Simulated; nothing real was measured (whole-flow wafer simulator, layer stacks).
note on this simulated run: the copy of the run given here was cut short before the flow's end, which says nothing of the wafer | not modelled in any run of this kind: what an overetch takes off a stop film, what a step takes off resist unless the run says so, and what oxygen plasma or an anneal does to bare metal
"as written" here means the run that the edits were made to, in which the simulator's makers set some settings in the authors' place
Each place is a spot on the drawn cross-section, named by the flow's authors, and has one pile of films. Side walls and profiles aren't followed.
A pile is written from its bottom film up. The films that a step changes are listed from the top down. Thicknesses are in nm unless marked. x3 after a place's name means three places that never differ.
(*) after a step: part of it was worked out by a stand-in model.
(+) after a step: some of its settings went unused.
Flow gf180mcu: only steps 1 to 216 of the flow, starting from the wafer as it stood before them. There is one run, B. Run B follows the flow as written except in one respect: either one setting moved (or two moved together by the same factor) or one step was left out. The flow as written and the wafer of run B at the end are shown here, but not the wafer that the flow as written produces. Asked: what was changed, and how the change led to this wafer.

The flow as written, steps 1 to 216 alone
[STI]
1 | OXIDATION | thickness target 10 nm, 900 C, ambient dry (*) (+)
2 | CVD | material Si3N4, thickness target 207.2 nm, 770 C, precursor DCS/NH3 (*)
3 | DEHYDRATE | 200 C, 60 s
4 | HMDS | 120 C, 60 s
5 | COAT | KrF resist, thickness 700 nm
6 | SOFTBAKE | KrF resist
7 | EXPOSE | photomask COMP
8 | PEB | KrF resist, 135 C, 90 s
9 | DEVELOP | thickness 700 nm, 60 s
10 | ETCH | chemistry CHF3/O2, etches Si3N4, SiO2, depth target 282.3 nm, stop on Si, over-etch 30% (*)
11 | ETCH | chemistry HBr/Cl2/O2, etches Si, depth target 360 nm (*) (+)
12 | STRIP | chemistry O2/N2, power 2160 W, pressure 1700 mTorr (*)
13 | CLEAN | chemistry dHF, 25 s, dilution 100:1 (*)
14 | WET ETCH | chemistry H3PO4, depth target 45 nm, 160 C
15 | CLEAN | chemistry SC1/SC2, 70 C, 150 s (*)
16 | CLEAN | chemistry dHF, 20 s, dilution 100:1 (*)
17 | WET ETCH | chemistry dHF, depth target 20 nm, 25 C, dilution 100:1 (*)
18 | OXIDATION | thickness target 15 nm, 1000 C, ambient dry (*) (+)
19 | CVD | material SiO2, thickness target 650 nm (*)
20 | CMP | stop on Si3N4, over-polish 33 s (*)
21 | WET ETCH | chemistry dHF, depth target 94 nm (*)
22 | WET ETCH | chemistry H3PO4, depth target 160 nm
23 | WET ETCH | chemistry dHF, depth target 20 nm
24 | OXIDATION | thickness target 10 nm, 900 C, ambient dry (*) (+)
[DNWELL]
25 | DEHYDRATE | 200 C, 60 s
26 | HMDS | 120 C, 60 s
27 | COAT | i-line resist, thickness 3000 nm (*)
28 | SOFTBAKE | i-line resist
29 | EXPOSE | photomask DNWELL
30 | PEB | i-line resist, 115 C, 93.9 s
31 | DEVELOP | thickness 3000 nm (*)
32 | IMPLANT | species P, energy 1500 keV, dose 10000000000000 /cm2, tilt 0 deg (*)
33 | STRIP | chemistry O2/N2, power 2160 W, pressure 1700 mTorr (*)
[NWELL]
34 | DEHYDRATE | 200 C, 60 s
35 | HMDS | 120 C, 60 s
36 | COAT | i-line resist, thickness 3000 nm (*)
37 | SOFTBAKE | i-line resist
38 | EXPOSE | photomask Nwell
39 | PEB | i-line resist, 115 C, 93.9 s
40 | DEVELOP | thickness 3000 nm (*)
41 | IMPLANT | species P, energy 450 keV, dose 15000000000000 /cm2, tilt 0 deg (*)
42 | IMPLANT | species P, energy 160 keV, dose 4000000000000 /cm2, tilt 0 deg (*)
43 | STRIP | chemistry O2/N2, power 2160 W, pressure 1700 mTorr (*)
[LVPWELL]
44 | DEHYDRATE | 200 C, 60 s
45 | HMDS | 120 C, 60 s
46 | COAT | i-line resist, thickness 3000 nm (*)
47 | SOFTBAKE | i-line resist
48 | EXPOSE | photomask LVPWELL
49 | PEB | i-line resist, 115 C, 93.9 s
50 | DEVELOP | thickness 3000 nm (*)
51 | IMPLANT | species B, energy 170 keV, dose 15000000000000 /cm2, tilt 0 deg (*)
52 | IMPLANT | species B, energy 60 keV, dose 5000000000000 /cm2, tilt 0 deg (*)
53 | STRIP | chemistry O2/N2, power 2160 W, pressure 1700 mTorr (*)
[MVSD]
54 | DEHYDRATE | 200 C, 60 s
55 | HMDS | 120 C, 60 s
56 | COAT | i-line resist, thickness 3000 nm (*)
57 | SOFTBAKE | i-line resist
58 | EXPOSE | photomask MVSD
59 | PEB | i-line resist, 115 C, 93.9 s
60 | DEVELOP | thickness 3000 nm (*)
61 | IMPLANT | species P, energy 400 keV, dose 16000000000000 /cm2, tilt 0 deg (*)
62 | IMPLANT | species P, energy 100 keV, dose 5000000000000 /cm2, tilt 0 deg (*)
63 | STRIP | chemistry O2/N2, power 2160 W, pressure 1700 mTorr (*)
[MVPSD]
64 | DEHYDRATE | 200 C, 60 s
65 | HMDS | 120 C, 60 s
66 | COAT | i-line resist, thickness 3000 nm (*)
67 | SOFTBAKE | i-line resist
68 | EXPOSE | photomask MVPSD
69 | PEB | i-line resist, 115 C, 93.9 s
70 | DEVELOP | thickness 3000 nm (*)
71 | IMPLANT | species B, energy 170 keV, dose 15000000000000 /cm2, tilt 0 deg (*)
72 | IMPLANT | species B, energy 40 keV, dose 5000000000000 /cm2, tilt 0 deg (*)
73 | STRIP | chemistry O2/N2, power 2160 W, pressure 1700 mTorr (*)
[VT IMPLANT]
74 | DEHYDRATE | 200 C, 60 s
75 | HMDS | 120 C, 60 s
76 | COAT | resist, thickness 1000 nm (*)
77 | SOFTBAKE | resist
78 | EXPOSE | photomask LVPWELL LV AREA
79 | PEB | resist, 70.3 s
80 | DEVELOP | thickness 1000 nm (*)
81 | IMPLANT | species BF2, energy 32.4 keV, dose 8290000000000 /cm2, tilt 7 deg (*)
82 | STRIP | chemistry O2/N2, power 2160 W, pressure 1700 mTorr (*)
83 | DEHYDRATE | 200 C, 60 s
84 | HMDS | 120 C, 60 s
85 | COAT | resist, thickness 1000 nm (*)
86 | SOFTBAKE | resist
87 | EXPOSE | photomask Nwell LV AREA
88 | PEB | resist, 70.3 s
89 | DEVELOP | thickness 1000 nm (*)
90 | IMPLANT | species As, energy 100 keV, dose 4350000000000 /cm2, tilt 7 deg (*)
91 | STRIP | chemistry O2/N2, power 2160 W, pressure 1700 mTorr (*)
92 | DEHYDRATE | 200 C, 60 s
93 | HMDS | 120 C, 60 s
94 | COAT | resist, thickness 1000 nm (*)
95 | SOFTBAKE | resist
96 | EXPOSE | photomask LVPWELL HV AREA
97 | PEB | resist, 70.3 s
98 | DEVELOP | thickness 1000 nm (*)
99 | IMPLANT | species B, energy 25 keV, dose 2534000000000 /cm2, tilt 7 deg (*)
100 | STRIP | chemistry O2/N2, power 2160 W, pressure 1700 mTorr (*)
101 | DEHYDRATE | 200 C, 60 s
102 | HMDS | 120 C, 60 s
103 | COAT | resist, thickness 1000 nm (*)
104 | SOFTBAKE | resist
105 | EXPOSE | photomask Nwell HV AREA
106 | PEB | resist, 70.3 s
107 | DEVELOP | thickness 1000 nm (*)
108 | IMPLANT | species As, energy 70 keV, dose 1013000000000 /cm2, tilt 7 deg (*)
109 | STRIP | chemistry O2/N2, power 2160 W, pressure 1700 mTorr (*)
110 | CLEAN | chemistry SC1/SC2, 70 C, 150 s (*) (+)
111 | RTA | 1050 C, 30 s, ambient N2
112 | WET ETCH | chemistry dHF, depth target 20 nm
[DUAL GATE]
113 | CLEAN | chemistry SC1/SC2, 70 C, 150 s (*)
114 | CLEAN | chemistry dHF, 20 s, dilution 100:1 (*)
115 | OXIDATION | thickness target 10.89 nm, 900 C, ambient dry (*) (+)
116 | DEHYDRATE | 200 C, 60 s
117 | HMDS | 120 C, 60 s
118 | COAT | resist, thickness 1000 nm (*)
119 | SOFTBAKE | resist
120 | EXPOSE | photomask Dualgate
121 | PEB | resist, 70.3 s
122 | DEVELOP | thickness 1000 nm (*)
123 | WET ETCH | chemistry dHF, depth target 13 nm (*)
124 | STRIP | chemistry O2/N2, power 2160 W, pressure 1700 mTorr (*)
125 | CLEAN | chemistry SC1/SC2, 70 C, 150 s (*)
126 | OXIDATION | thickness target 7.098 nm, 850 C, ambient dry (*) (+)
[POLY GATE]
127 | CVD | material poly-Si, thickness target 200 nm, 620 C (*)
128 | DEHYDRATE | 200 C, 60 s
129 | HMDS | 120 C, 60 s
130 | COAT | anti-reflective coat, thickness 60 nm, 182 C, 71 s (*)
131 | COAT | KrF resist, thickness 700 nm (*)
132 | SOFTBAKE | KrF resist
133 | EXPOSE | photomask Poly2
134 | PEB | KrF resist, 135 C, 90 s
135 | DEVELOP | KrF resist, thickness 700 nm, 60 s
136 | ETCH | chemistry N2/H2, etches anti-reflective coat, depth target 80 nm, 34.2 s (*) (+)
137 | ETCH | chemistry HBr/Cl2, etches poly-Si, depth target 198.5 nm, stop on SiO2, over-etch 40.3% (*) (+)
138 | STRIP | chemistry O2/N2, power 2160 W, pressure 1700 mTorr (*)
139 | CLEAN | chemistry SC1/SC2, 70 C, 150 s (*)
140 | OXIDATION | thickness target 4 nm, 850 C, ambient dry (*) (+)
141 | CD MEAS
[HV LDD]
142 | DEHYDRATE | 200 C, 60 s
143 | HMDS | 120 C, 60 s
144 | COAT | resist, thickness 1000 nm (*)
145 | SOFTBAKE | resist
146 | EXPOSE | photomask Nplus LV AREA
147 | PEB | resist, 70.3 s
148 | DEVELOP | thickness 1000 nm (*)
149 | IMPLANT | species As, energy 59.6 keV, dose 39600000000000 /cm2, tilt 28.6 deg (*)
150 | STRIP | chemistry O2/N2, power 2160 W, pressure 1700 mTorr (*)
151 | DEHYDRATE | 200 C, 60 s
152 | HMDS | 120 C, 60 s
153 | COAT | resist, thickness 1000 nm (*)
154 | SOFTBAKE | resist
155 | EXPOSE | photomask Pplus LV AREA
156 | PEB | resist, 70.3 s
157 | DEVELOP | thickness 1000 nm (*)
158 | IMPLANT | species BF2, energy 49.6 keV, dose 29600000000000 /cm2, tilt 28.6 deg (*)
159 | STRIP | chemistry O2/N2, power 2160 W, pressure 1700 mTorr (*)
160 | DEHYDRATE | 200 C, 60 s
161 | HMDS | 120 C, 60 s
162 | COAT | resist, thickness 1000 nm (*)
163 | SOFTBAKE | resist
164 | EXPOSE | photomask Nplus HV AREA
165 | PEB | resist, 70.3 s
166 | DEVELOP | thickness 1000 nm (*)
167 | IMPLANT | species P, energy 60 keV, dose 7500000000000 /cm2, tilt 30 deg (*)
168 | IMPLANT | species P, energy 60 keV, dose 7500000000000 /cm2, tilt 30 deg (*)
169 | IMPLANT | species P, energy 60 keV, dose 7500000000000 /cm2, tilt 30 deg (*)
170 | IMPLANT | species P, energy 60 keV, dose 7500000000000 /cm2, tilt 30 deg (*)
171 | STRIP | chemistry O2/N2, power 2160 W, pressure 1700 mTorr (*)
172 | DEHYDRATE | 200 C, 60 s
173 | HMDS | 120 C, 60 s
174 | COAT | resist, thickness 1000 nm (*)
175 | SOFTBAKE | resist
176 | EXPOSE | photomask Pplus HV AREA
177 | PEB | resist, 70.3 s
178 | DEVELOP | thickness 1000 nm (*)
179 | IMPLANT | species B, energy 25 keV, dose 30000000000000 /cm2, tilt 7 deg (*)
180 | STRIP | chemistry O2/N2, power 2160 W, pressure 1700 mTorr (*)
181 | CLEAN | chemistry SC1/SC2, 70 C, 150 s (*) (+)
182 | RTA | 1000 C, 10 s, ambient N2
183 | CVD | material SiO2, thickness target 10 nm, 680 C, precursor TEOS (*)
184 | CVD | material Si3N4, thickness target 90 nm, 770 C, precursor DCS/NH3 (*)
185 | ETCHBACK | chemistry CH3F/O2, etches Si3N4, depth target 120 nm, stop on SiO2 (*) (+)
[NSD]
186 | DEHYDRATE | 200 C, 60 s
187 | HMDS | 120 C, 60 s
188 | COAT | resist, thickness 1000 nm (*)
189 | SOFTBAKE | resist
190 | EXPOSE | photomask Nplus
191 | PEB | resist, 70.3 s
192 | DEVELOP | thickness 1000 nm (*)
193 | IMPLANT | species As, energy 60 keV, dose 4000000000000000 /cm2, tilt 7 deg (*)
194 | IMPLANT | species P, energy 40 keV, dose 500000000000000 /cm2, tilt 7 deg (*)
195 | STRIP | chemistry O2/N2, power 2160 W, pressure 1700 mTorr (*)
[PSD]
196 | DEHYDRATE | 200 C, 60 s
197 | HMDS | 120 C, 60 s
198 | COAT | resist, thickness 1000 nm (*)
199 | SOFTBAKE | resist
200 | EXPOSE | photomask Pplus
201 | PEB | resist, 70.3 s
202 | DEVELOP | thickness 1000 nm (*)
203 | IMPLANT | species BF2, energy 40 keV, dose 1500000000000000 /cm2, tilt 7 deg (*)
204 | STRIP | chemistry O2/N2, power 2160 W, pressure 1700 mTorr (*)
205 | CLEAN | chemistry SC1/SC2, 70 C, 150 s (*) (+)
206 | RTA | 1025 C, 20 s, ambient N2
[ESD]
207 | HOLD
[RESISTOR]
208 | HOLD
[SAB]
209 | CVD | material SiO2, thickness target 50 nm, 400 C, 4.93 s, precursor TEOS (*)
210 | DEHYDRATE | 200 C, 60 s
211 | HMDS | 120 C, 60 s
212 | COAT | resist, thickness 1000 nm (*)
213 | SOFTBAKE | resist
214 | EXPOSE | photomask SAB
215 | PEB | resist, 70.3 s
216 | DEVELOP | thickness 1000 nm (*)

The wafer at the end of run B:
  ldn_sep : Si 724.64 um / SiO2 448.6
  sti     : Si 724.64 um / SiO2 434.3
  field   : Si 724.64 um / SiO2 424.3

The reason: step 112, WET ETCH: depth target 10.2 nm was run, whereas the flow has depth target 20 nm.

Step by step, how the change led to this:
  112 | WET ETCH | chemistry dHF, depth target 20 nm
      field, field__w2, field__w3 and 43 more: -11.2 SiO2 (in the flow as written it would be: -22 SiO2)
  119 | SOFTBAKE | resist
      gate_p_hv: +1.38 resist (in the flow as written it would be: +0.83 resist)
  130 | COAT | anti-reflective coat, thickness 60 nm, 182 C, 71 s (*)
      p_well, spacer, sd_n: +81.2 anti-reflective coat (new film) (in the flow as written it would be: +70.9 anti-reflective coat (new film))
      field: +58 anti-reflective coat (new film) (in the flow as written it would be: +61.5 anti-reflective coat (new film))
      (and at 70 other places as well)
  136 | ETCH | chemistry N2/H2, etches anti-reflective coat, depth target 80 nm, 34.2 s (*) (+)
      p_well, spacer, sd_n: -81.2 anti-reflective coat (all of it), -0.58 poly-Si (in the flow as written it would be: -70.9 anti-reflective coat (all of it), -0.85 poly-Si)
      field: -58 anti-reflective coat (all of it), -1.18 poly-Si (in the flow as written it would be: -61.5 anti-reflective coat (all of it), -1.09 poly-Si)
      (and at 49 other places as well)
  138 | STRIP | chemistry O2/N2, power 2160 W, pressure 1700 mTorr (*)
      gate: +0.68 chemical SiO2 (new film), -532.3 KrF resist (all of it), -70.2 anti-reflective coat (all of it), -0.3 poly-Si (in the flow as written it would be: +0.68 chemical SiO2 (new film), -531.7 KrF resist (all of it), -65.5 anti-reflective coat (all of it), -0.3 poly-Si)
      gate_hv: +0.68 chemical SiO2 (new film), -530.6 KrF resist (all of it), -62.7 anti-reflective coat (all of it), -0.3 poly-Si (in the flow as written it would be: +0.68 chemical SiO2 (new film), -528.4 KrF resist (all of it), -61 anti-reflective coat (all of it), -0.3 poly-Si)
      (and at 19 other places as well)
  145 | SOFTBAKE | resist
      gate_p_hv: -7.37 resist (in the flow as written it would be: -7.98 resist)
  154 | SOFTBAKE | resist
      gate_p_hv: -7.37 resist (in the flow as written it would be: -7.98 resist)
  163 | SOFTBAKE | resist
      gate_p_hv: -7.37 resist (in the flow as written it would be: -7.98 resist)
  175 | SOFTBAKE | resist
      gate_p_hv: -7.37 resist (in the flow as written it would be: -7.98 resist)
  189 | SOFTBAKE | resist
      active_hv: -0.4 resist (in the flow as written it would be: +2.68 resist)
      active_nat: +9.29 resist (in the flow as written it would be: +5.49 resist)
      (and at 1 other place as well)
  199 | SOFTBAKE | resist
      active_hv: -0.4 resist (in the flow as written it would be: +2.68 resist)
      active_nat: +9.29 resist (in the flow as written it would be: +5.49 resist)
      (and at 1 other place as well)
  209 | CVD | material SiO2, thickness target 50 nm, 400 C, 4.93 s, precursor TEOS (*)
      active: +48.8 SiO2 (in the flow as written it would be: +50 SiO2)
      ld_drn_p: +45 SiO2 (in the flow as written it would be: +46 SiO2)
  213 | SOFTBAKE | resist
      gate_p_hv: -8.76 resist (in the flow as written it would be: -9.34 resist)
      ldn_ch: -8.81 resist (in the flow as written it would be: -9.33 resist)
      (and at 1 other place as well)
